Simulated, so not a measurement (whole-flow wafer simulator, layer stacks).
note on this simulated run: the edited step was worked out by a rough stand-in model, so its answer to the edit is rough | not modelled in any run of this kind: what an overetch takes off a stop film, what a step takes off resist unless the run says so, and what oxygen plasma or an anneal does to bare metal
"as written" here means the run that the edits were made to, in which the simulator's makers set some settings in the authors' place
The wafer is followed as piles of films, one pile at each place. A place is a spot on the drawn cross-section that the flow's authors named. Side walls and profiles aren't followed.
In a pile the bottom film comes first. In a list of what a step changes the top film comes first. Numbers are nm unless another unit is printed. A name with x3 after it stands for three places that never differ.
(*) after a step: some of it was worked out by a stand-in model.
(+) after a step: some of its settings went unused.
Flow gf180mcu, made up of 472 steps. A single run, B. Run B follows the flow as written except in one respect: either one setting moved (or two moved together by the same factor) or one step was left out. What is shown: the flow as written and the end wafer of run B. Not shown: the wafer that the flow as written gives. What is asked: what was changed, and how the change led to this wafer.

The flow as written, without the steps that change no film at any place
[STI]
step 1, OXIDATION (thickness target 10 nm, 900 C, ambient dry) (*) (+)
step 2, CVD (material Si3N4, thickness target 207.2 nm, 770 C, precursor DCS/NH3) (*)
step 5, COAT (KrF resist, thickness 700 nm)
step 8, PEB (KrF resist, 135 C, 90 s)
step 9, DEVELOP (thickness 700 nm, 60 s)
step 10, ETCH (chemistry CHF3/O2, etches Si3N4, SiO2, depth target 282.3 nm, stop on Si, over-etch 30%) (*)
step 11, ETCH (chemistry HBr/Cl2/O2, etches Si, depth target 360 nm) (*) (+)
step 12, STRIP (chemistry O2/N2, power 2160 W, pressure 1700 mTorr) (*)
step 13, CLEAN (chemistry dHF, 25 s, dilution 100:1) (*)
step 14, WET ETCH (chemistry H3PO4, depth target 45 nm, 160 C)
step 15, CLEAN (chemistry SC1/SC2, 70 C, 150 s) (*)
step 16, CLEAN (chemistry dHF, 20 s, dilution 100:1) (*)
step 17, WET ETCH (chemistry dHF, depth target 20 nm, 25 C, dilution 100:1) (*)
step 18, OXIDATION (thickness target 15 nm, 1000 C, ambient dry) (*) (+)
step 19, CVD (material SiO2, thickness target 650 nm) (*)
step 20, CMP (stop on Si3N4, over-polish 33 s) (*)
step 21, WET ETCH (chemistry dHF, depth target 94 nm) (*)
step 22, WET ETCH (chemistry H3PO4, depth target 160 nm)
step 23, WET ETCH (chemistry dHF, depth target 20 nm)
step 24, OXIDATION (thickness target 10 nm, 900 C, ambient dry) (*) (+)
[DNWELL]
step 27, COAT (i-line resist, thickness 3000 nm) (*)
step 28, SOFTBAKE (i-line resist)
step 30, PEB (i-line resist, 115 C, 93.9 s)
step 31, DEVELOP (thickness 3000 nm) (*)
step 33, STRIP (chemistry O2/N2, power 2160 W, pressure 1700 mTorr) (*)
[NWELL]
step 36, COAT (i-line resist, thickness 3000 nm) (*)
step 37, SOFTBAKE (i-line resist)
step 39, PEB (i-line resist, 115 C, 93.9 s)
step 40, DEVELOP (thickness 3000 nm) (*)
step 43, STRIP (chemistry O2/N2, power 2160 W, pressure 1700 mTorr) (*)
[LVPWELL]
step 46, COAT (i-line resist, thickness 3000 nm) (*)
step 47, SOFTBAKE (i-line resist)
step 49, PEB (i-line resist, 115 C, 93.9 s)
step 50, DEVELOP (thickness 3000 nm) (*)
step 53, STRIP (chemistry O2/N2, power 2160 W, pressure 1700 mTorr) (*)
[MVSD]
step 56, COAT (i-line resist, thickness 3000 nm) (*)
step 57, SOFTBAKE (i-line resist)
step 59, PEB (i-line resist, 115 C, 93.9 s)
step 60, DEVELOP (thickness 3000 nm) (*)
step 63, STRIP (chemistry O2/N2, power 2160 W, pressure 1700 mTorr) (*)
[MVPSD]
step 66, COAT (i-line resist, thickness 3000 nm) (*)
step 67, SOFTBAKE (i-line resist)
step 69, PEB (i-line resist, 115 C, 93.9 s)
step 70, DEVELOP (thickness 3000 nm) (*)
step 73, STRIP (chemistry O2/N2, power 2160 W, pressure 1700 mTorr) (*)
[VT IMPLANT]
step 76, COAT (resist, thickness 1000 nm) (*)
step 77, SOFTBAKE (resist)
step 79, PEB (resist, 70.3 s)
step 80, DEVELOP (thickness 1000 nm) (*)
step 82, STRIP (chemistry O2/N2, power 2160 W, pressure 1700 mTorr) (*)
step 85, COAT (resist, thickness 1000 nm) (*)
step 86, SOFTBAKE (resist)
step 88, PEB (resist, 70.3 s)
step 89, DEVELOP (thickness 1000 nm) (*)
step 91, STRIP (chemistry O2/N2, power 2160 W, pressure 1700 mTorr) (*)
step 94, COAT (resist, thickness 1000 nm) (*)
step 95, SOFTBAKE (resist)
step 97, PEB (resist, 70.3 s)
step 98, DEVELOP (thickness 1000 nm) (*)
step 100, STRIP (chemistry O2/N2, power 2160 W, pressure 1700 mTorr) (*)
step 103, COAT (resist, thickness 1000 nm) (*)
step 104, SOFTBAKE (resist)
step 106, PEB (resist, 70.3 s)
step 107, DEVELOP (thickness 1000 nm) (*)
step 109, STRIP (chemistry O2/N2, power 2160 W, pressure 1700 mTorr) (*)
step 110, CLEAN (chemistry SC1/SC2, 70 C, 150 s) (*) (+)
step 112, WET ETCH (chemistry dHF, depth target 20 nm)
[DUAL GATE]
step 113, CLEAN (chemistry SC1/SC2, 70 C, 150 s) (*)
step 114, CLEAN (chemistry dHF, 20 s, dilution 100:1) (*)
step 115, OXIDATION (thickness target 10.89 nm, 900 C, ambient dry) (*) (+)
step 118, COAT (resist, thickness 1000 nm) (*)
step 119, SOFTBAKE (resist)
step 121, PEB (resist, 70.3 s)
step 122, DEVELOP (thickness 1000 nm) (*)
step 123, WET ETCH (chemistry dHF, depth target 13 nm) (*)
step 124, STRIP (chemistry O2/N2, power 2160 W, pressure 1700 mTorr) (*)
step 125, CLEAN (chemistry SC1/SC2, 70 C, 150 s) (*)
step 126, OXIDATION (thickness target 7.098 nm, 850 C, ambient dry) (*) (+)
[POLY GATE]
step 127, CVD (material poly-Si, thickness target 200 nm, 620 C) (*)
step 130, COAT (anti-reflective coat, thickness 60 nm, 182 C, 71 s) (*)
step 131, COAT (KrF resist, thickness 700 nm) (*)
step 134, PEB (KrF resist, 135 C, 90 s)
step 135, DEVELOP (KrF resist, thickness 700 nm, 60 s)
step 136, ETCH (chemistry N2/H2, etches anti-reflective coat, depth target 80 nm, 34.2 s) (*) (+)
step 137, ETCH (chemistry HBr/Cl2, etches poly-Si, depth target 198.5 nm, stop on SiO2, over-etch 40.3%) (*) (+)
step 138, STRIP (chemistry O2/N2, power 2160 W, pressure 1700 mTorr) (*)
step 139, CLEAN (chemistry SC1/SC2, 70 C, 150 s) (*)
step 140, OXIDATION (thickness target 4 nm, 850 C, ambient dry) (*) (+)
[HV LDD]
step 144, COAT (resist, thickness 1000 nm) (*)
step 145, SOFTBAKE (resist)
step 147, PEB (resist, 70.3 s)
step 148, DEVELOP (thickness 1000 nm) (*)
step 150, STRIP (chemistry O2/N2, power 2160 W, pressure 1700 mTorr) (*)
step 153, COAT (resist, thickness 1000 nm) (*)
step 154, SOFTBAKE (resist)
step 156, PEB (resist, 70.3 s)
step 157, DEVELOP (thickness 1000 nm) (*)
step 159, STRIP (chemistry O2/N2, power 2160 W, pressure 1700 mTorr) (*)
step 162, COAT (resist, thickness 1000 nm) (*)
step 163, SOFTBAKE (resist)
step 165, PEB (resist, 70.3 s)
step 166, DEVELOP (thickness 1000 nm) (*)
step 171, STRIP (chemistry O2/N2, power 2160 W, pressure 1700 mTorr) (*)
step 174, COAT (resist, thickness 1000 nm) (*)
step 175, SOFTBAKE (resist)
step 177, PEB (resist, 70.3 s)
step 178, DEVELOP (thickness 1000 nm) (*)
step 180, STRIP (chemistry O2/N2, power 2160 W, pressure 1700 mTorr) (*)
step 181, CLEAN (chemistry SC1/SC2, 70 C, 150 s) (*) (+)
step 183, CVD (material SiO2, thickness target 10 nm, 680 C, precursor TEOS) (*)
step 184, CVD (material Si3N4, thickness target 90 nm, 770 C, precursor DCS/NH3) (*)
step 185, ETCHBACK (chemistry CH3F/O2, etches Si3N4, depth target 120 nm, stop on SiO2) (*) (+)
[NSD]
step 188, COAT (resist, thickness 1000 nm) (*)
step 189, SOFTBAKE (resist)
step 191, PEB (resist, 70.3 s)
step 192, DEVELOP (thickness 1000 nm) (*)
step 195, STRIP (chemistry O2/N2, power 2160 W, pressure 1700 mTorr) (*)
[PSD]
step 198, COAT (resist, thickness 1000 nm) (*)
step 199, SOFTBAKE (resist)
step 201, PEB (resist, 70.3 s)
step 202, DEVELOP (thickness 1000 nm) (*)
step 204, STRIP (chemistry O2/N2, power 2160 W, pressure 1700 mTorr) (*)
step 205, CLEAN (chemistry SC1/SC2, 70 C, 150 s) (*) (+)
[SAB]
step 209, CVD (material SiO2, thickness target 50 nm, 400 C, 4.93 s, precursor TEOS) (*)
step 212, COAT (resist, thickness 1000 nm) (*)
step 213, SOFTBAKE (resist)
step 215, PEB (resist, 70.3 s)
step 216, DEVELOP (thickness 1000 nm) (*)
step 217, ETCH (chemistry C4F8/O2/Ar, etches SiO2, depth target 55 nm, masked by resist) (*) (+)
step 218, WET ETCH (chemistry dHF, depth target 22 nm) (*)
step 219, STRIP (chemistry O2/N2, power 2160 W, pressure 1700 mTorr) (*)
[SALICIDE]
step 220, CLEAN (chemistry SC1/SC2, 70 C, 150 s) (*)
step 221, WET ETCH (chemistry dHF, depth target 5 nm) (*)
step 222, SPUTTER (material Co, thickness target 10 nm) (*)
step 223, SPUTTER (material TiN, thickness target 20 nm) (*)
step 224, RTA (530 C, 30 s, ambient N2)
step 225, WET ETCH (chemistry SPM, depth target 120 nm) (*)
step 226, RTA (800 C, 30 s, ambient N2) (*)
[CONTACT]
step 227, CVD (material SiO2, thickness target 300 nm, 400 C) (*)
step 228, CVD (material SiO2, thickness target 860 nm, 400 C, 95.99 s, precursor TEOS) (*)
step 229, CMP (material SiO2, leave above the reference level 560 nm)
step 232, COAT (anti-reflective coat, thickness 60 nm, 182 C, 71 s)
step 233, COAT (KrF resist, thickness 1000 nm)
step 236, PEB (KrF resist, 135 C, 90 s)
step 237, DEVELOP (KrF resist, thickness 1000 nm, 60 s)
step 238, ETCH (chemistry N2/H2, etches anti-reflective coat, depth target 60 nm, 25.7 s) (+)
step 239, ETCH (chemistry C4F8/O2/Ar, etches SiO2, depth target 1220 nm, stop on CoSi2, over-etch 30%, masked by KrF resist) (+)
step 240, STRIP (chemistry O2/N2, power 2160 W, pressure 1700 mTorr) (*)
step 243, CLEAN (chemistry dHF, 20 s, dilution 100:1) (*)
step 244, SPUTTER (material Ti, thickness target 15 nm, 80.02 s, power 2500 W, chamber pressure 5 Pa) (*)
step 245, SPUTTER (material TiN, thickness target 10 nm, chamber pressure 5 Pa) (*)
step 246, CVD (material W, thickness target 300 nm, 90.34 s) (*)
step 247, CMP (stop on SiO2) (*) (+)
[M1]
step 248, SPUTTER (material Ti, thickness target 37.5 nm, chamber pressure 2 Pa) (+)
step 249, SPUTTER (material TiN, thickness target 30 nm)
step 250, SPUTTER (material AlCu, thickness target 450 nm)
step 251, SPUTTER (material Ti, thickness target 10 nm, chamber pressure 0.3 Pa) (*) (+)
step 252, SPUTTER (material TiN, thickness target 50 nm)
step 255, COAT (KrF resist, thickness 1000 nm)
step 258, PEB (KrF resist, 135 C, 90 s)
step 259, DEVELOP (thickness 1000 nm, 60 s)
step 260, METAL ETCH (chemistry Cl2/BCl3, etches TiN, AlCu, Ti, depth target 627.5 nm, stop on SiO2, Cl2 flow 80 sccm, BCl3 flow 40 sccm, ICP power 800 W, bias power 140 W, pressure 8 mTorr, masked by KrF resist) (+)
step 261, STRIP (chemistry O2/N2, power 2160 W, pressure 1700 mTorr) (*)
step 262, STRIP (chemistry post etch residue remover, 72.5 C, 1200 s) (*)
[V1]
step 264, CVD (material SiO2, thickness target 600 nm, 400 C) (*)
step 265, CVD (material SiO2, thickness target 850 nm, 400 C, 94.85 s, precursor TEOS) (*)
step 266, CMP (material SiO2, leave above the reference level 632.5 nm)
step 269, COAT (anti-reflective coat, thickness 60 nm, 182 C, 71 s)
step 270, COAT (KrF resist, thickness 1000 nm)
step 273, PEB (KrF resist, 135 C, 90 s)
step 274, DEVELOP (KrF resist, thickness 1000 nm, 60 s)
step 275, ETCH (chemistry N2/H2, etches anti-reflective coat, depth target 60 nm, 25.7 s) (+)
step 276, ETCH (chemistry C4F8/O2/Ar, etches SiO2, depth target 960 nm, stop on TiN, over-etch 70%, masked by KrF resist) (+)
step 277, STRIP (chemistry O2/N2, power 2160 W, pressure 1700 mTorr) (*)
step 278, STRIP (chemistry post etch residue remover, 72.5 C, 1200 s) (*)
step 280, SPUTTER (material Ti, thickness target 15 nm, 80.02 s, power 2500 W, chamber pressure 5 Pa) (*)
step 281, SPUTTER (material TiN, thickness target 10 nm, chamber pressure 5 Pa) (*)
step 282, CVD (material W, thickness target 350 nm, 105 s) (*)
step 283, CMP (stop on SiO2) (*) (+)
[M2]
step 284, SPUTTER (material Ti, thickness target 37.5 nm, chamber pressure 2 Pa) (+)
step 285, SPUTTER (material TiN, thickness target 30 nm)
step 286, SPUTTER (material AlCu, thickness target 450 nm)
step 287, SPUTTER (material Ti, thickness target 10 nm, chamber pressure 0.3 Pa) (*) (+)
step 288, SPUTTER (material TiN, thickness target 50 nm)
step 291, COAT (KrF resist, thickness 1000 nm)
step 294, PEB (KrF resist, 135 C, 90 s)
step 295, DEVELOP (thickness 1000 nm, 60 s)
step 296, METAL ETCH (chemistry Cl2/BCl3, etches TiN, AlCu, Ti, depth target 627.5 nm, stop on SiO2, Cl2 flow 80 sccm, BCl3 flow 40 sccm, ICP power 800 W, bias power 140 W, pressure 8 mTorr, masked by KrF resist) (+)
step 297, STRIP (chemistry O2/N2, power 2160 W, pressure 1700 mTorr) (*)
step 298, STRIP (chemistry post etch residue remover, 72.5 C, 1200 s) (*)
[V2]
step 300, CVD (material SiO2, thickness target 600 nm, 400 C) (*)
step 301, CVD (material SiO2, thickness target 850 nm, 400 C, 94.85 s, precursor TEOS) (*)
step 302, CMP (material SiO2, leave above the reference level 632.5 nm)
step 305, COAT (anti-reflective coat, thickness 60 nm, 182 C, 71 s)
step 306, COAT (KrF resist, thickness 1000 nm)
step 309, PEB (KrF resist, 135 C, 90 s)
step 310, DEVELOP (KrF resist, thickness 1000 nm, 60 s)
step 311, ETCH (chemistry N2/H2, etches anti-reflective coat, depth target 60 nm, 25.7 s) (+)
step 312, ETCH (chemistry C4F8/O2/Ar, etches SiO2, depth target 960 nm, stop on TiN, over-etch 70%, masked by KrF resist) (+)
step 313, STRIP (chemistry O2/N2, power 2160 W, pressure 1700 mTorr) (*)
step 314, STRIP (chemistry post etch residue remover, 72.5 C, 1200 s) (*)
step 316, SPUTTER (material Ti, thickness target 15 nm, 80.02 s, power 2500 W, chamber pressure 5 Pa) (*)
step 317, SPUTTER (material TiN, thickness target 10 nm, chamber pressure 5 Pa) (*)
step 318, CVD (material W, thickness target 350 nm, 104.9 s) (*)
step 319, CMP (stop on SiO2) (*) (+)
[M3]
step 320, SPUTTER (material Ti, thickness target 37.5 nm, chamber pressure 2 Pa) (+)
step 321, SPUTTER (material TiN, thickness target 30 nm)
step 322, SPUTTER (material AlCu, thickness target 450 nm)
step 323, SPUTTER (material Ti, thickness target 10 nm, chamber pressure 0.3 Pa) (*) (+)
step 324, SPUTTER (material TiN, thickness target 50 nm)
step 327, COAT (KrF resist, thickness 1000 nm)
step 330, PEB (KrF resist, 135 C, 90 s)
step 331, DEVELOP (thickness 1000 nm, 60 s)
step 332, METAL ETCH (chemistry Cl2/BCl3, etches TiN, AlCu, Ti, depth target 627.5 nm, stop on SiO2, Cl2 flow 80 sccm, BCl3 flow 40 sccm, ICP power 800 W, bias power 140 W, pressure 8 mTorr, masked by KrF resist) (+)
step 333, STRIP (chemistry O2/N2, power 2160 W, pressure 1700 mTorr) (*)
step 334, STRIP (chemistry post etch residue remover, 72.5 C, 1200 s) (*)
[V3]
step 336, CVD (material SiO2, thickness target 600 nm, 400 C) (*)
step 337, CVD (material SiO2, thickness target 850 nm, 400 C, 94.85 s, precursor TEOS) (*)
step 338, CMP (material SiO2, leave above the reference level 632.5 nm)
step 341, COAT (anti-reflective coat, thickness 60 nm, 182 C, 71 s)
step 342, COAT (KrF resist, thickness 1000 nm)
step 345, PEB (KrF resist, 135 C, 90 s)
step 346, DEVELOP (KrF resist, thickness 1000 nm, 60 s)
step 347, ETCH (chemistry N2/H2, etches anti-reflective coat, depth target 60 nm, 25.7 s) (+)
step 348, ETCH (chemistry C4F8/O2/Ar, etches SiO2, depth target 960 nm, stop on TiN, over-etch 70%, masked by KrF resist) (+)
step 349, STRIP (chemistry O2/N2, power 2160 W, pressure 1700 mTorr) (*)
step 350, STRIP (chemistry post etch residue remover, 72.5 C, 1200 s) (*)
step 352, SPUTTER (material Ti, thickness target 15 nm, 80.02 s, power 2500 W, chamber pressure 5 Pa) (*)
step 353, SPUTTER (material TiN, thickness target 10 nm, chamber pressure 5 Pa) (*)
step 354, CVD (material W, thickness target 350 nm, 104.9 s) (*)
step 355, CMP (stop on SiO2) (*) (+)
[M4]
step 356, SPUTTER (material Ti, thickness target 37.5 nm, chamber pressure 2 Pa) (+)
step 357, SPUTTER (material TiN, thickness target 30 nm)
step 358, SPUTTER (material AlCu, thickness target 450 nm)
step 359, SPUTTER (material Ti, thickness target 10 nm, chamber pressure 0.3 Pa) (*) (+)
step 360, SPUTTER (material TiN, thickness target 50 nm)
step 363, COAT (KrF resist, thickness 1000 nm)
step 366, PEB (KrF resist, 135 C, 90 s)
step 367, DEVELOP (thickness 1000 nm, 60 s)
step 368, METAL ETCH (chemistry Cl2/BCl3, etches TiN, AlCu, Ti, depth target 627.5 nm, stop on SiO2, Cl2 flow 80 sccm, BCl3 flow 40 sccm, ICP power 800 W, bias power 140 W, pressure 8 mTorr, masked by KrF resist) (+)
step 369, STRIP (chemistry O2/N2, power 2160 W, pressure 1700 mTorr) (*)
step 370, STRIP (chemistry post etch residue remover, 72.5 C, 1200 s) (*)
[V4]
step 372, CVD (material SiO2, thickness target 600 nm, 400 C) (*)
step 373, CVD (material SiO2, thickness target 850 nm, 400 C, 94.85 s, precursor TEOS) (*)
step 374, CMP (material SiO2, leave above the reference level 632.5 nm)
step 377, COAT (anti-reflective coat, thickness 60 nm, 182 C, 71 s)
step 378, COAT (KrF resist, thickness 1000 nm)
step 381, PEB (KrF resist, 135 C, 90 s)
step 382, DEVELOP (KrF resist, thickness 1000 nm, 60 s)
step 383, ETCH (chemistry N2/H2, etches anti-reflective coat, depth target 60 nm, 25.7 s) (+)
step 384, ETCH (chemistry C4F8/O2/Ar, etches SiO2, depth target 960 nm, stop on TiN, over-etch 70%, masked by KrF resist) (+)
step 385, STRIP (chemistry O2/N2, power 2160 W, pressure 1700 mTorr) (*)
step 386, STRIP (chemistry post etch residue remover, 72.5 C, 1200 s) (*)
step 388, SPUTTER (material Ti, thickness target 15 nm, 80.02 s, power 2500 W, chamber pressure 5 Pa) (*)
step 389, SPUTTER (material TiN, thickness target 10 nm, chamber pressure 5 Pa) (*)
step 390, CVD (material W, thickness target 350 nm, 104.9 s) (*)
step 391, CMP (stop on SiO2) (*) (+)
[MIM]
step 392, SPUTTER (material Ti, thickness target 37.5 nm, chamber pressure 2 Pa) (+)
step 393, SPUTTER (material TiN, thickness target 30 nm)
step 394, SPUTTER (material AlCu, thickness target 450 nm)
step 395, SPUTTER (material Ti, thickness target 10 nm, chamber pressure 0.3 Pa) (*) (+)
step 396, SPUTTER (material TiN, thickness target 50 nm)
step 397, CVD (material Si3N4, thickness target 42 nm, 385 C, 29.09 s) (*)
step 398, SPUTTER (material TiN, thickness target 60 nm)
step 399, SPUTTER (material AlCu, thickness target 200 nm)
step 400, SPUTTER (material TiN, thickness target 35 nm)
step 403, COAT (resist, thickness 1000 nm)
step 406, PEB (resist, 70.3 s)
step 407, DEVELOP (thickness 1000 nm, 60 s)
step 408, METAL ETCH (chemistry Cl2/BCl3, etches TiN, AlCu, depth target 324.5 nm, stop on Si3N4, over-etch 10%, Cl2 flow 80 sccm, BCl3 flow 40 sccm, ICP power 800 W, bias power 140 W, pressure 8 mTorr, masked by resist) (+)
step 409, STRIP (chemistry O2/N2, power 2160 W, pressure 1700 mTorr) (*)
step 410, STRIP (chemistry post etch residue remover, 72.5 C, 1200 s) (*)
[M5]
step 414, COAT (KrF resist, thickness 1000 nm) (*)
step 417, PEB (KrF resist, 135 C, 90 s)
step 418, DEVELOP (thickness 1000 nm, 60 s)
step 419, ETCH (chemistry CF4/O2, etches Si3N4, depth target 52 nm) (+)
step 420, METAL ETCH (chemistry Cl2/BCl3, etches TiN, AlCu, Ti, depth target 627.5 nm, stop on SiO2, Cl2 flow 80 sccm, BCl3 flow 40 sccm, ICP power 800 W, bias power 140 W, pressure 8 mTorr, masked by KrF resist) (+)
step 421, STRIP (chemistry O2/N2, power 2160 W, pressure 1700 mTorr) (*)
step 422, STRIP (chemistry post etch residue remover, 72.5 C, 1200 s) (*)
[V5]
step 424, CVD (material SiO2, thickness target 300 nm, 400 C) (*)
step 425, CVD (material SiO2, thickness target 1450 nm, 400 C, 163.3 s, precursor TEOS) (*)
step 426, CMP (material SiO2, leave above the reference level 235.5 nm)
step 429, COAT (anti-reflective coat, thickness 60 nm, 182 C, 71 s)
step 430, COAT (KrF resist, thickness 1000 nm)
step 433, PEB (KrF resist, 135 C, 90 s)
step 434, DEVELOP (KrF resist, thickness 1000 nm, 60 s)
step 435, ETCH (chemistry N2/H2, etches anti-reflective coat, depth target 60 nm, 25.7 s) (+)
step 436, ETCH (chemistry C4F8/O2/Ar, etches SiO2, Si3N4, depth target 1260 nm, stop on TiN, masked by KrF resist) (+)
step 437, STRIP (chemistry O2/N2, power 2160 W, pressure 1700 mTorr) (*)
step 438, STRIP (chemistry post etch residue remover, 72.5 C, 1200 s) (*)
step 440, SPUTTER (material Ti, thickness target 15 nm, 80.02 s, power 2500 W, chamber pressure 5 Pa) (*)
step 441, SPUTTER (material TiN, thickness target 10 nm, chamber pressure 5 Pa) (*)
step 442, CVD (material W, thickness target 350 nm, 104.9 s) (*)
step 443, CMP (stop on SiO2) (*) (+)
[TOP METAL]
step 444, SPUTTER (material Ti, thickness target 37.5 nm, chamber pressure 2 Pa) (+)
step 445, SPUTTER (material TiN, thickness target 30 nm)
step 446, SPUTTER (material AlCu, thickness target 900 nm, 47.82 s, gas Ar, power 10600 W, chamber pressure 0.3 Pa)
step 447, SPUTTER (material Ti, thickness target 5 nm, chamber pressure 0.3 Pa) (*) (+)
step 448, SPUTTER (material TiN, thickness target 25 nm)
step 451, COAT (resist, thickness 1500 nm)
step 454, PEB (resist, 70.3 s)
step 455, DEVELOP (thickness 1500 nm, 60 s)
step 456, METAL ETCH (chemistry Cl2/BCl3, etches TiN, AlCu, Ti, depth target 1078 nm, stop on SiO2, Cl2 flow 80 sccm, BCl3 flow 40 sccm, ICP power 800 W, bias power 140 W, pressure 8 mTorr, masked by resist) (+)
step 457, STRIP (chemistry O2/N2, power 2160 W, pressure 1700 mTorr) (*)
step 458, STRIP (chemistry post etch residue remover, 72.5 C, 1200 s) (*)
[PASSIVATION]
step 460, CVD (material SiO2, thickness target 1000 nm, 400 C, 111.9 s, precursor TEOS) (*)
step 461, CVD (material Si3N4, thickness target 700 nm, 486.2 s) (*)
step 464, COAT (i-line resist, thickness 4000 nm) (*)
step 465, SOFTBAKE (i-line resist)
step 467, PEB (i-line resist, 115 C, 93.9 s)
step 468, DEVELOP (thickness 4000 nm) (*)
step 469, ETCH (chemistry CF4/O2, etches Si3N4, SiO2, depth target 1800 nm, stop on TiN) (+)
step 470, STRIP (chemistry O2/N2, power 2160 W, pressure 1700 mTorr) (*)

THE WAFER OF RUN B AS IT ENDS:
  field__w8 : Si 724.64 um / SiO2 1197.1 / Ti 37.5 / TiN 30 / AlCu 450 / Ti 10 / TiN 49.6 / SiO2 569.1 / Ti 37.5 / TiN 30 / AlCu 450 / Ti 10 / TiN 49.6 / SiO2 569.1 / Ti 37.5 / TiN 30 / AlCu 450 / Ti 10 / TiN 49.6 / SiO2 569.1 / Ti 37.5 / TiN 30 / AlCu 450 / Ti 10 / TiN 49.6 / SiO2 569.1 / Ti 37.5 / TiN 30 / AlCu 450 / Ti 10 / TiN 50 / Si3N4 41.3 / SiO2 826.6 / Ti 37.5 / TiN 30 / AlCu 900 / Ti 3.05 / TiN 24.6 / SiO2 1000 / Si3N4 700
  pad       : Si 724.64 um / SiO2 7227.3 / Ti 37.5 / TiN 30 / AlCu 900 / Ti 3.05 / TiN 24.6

What caused this: step 447, SPUTTER: thickness target 3.05 nm was run, though the flow has thickness target 5 nm.
The wafer itself shows it: field__w8 has Ti 3.05, and step 447 as written asks for 5 nm.

Step by step, how the change led to this:
  step 447, SPUTTER (material Ti, thickness target 5 nm, chamber pressure 0.3 Pa) (*) (+)
      field, field__w1, field__w2 and 109 more: Ti gains 3.05 (new film) (it would be, as written: Ti gains 5 (new film))
  step 456, METAL ETCH (chemistry Cl2/BCl3, etches TiN, AlCu, Ti, depth target 1078 nm, stop on SiO2, Cl2 flow 80 sccm, BCl3 flow 40 sccm, ICP power 800 W, bias power 140 W, pressure 8 mTorr, masked by resist) (+)
      field, field__w1, field__w2 and 103 more: TiN loses 25 (all of it), Ti loses 3.05 (all of it), AlCu loses 900 (all of it), TiN loses 30 (all of it), Ti loses 37.5 (all of it) (it would be, as written: TiN loses 25 (all of it), Ti loses 5 (all of it), AlCu loses 900 (all of it), TiN loses 30 (all of it), Ti loses 37.5 (all of it))
